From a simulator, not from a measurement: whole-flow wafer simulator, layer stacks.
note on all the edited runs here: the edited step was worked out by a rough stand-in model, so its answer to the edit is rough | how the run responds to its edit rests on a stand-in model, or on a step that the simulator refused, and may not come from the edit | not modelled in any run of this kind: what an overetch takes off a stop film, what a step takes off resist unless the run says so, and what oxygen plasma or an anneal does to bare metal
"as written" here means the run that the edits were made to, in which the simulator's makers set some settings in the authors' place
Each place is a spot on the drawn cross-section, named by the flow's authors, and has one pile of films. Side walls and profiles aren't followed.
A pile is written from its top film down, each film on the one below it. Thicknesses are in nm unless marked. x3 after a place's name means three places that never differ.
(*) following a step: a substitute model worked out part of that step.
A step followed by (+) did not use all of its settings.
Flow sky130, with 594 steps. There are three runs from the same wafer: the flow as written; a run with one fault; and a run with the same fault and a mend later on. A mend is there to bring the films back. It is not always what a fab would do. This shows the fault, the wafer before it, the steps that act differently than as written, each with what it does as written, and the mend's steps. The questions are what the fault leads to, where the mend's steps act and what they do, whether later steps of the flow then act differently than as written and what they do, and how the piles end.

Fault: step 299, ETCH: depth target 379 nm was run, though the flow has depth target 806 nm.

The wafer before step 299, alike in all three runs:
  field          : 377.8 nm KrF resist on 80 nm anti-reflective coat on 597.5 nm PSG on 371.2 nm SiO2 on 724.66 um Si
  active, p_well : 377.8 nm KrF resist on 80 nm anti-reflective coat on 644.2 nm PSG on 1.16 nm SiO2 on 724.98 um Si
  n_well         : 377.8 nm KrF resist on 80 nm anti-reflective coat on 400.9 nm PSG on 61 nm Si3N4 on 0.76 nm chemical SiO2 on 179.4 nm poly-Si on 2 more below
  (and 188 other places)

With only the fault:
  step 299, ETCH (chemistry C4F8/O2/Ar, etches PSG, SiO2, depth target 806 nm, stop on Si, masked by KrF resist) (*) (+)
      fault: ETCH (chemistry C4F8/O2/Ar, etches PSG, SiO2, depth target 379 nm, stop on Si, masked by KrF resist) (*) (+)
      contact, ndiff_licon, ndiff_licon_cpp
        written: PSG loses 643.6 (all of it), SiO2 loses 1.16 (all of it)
        fault: PSG loses 379
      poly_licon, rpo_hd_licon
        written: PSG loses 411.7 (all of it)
        fault: PSG loses 379
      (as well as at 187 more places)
  Steps further on in the flow that do not act as written (2 other steps are not shown; they differ only slightly, by no more than 2% or 0.5 nm, whichever is larger):
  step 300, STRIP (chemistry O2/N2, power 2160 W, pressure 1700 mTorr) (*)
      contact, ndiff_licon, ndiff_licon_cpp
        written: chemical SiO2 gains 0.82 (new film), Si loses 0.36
        fault: nothing
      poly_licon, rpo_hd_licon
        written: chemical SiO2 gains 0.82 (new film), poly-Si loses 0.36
        fault: nothing
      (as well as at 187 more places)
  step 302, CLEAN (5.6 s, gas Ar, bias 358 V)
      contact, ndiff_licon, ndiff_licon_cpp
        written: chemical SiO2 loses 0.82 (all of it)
        fault: PSG loses 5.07
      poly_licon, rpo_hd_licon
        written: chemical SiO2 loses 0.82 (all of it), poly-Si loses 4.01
        fault: PSG loses 5.07
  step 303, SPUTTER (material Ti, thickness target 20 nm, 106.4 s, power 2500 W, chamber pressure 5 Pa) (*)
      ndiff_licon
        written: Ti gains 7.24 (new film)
        fault: Ti gains 10.8 (new film)
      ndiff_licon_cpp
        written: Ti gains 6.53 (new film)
        fault: Ti gains 10.8 (new film)
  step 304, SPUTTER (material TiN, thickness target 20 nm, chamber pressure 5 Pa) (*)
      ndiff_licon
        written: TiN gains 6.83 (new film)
        fault: TiN gains 10.4 (new film)
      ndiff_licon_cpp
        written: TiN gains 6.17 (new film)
        fault: TiN gains 10.4 (new film)
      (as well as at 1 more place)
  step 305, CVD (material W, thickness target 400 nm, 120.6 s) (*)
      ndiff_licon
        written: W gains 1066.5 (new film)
        fault: W gains 798.5 (new film)
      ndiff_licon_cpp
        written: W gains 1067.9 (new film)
        fault: W gains 798.4 (new film)
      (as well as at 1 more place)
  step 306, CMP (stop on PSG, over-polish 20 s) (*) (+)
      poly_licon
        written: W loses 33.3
        fault: W loses 65.3
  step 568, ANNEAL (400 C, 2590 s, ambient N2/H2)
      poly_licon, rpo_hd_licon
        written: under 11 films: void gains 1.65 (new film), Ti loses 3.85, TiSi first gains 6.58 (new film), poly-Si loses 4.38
        fault: nothing
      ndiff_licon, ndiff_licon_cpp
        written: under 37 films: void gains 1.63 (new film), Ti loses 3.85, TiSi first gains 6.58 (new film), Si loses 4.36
        fault: nothing
  The piles end different from the flow's at poly_licon, ndiff_licon, ndiff_licon_cpp, rpo_hd_licon by more than 2% or 0.5 nm, whichever is larger.
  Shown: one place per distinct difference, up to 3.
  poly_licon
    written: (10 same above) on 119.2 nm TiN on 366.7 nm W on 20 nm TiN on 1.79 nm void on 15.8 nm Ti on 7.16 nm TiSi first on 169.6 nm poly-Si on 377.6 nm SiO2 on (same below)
    fault: (10 same above) on 119.2 nm TiN on 334.7 nm W on 20 nm TiN on 20 nm Ti on 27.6 nm PSG on 178.7 nm poly-Si on 377.6 nm SiO2 on (same below)
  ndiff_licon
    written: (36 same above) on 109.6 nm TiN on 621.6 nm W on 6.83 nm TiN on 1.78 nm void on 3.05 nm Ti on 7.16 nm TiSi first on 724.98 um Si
    fault: (36 same above) on 109.6 nm TiN on 353.5 nm W on 10.4 nm TiN on 10.8 nm Ti on 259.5 nm PSG on 1.16 nm SiO2 on 724.98 um Si
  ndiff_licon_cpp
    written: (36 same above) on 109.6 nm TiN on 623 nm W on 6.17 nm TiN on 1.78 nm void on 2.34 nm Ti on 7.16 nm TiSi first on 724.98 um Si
    fault: (36 same above) on 109.6 nm TiN on 353.5 nm W on 10.4 nm TiN on 10.8 nm Ti on 259.5 nm PSG on 1.16 nm SiO2 on 724.98 um Si

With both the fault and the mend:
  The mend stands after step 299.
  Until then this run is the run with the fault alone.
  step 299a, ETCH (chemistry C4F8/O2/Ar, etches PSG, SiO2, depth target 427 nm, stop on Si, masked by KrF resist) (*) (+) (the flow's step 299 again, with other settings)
      field, active, n_well and 184 more
        KrF resist loses 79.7
      contact, ndiff_licon, ndiff_licon_cpp
        PSG loses 264.6 (all of it), SiO2 loses 1.16 (all of it)
      poly_licon, rpo_hd_licon
        PSG loses 32.7 (all of it)
  Steps further on in the flow that do not act as written (2 other steps are not shown; they differ only slightly, by no more than 2% or 0.5 nm, whichever is larger):
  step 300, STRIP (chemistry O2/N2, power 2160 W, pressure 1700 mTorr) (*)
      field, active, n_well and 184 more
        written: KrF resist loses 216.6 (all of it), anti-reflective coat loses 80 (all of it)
        mend: KrF resist loses 222.3 (all of it), anti-reflective coat loses 80 (all of it)
  At the end the piles are close to the flow's at the places that both follow, differing by at most 2% or 0.5 nm, whichever is larger.
